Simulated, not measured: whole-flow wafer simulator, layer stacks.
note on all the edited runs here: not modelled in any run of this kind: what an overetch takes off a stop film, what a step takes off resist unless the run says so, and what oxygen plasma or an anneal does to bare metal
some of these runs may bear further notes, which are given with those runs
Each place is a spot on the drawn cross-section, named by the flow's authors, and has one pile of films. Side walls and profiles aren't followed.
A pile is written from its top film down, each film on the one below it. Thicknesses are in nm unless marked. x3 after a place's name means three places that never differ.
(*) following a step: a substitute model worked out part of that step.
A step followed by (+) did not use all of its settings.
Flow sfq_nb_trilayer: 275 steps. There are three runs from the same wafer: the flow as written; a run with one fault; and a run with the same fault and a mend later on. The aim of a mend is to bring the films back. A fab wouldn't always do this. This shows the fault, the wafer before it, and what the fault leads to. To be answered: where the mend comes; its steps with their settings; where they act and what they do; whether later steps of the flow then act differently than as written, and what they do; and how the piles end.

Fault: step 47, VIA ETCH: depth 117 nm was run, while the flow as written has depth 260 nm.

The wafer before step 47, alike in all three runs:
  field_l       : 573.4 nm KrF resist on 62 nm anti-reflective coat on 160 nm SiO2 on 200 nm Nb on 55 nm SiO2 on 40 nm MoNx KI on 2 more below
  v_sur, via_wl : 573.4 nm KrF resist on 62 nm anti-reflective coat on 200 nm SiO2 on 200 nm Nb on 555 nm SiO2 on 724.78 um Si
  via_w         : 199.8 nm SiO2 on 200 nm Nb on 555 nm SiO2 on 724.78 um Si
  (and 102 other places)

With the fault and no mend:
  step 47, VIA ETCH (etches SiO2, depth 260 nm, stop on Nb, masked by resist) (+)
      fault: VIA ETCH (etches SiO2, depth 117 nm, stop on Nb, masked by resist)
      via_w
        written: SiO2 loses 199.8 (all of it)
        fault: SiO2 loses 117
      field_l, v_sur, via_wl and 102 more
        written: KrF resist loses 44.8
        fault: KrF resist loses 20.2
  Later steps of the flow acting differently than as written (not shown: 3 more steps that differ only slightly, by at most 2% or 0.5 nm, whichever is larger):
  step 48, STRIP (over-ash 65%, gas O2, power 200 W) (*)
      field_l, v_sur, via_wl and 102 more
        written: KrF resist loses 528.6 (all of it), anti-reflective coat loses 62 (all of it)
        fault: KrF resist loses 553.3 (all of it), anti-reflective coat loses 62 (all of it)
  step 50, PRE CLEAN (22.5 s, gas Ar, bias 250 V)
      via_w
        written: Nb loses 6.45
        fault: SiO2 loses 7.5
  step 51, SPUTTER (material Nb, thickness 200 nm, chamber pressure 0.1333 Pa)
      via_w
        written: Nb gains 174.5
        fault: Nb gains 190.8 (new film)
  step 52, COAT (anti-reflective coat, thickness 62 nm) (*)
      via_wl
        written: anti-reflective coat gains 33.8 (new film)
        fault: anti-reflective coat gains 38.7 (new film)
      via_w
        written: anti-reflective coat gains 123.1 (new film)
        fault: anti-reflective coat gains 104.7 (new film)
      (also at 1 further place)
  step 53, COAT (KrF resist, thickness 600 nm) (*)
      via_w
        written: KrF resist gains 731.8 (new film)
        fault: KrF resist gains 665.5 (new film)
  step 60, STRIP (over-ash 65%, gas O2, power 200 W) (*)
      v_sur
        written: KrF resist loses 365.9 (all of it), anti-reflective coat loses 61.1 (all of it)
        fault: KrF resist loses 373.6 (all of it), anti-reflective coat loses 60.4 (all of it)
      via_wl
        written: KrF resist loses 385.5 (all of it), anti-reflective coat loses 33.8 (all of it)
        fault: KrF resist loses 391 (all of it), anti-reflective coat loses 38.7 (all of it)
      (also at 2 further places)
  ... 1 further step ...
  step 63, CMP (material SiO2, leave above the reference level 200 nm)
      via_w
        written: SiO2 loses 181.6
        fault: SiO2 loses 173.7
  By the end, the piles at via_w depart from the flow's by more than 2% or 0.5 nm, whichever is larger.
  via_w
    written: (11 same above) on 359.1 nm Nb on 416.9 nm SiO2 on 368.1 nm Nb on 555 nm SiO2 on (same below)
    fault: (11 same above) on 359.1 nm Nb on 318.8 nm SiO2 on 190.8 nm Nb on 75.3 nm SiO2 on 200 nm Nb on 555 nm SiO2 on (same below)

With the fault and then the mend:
  The mend stands after step 48.
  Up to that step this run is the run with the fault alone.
  step 48a, COAT (anti-reflective coat, thickness 62 nm) (*) (a further turn of the flow's step 40)
      p4_fl x3, p4_w1 x9, p4_g1 x2 and 63 more
        anti-reflective coat gains 62 (new film)
      gap, jj_sur, ce_l and 16 more
        anti-reflective coat gains 61.9 (new film)
      wire, be, be_sur
        anti-reflective coat gains 61.8 (new film)
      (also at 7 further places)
  step 48b, COAT (KrF resist, thickness 650 nm) (*) (a further turn of the flow's step 41)
      p4_fl x3, p4_w1 x9, p4_g1 x2 and 63 more
        KrF resist gains 650 (new film)
      r_end, moat, field_r and 7 more
        KrF resist gains 649.7 (new film)
      c5j, ce_r, sp_r
        KrF resist gains 649.5 (new film)
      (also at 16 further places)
  step 48c, SOFTBAKE (KrF resist) (a further turn of the flow's step 42)
      alters no film at any place that is followed
  step 48d, EXPOSE (photomask I0, dose 11.91 mJ/cm2, NA 0.6, wavelength 248 nm) (*) (a further turn of the flow's step 43)
      alters no film at any place that is followed
  step 48e, PEB (KrF resist, 90 s) (a further turn of the flow's step 44)
      be_sur, gap, jj_sur and 94 more
        KrF resist loses 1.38
      field_l, v_sur, via_v, wire, be
        KrF resist loses 1.37
      via_wl, via_wr
        KrF resist loses 1.41
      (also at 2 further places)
  step 48f, DEVELOP (KrF resist, thickness 650 nm, 60 s) (a further turn of the flow's step 45)
      field_l, v_sur, via_wl and 102 more
        KrF resist loses 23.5
      via_w
        KrF resist loses 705 (all of it)
  step 48g, VIA ETCH (etches anti-reflective coat, depth 125 nm, masked by resist) (+) (a further turn of the flow's step 46)
      field_l, v_sur, via_wl and 102 more
        KrF resist loses 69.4
      via_w
        anti-reflective coat loses 105 (all of it), SiO2 loses 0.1
  step 48h, VIA ETCH (etches SiO2, depth 143 nm, stop on Nb, masked by resist) (+) (a further turn of the flow's step 47, with different settings)
      field_l, v_sur, via_wl and 102 more
        KrF resist loses 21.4
      via_w
        SiO2 loses 82.7 (all of it)
  step 48i, STRIP (over-ash 65%, gas O2, power 200 W) (*) (a further turn of the flow's step 48)
      p4_fl x3, p4_w1 x9, p4_g1 x2 and 63 more
        KrF resist loses 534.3 (all of it), anti-reflective coat loses 62 (all of it)
      field_r, lsp_l, ln_m5, lsp_m, ln_m6, lsp_r, l0_sur, l0v
        KrF resist loses 534 (all of it), anti-reflective coat loses 61.9 (all of it)
      r_sur, res, r_end, moat
        KrF resist loses 533.9 (all of it), anti-reflective coat loses 61.9 (all of it)
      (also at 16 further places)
  Every later step of the flow that is run acts as written, at every place that is followed, to within 2% or 0.5 nm, whichever is larger.
  When the end is reached, the piles differ only a little from the flow's at the places that both follow, at most by 2% or 0.5 nm, whichever is larger.
